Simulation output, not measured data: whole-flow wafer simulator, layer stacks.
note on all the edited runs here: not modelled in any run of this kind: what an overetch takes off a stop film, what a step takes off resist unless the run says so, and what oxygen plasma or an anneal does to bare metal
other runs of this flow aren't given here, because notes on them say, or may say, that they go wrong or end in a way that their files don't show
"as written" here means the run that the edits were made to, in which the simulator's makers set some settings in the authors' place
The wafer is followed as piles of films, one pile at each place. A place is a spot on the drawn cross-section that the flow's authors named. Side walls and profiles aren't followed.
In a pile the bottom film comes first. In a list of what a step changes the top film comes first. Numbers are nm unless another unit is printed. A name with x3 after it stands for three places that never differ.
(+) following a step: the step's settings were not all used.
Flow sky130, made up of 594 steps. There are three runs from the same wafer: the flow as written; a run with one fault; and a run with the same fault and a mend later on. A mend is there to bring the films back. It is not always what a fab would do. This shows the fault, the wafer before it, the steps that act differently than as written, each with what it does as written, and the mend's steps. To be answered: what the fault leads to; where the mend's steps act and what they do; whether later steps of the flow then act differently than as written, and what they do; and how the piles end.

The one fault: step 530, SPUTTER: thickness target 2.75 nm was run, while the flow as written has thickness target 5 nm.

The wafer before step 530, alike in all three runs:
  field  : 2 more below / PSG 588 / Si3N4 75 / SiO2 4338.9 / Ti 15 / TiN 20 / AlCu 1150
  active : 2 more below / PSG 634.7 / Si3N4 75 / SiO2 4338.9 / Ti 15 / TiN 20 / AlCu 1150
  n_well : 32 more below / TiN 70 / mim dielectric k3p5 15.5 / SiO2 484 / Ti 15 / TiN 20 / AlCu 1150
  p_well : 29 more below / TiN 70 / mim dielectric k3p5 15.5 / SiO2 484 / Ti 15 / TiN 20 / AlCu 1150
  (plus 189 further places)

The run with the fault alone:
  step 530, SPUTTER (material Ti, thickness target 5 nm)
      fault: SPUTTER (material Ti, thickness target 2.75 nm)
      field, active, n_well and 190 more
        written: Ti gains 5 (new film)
        fault: Ti gains 2.75 (new film)
  Steps further on in the flow that do not act as written (21 other steps are not shown; they differ only slightly, by no more than 2% or 0.5 nm, whichever is larger):
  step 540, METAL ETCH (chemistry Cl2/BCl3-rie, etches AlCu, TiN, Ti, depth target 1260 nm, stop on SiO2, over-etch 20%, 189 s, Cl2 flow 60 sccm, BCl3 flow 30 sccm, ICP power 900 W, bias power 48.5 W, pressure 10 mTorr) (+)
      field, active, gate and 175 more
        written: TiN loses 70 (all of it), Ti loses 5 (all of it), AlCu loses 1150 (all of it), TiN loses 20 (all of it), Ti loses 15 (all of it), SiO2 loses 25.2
        fault: TiN loses 70 (all of it), Ti loses 2.75 (all of it), AlCu loses 1150 (all of it), TiN loses 20 (all of it), Ti loses 15 (all of it), SiO2 loses 25.4
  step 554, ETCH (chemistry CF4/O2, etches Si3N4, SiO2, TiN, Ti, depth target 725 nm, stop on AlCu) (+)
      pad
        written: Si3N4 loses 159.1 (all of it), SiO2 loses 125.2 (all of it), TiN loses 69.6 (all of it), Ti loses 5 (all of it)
        fault: Si3N4 loses 159.1 (all of it), SiO2 loses 125.2 (all of it), TiN loses 69.6 (all of it), Ti loses 2.75 (all of it)
  At n_well, p_well, sd_n and 11 more, the piles at the end differ from the flow's by more than 2% or 0.5 nm, whichever is larger.
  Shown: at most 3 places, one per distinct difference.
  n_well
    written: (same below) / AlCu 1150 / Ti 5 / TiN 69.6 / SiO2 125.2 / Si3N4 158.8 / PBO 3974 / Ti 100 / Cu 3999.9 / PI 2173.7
    fault: (same below) / AlCu 1150 / Ti 2.75 / TiN 69.6 / SiO2 125.2 / Si3N4 158.8 / PBO 3975.6 / Ti 100 / Cu 3999.9 / PI 2173.9
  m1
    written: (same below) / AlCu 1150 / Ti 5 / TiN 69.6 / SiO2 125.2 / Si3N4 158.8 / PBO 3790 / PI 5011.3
    fault: (same below) / AlCu 1150 / Ti 2.75 / TiN 69.6 / SiO2 125.2 / Si3N4 158.8 / PBO 3791.8 / PI 5011.4
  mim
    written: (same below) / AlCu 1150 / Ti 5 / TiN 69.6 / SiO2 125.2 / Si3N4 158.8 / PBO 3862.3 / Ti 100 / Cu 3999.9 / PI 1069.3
    fault: (same below) / AlCu 1150 / Ti 2.75 / TiN 69.6 / SiO2 125.2 / Si3N4 158.8 / PBO 3864 / Ti 100 / Cu 3999.9 / PI 1069.5

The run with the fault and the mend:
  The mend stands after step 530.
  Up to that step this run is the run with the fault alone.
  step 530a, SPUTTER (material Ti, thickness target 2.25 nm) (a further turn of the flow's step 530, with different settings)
      field, active, n_well and 190 more
        Ti gains 2.25
  Later steps of the flow that are run all act as written at every place that is followed.
  At every place that both follow, the piles at the end match the flow's.
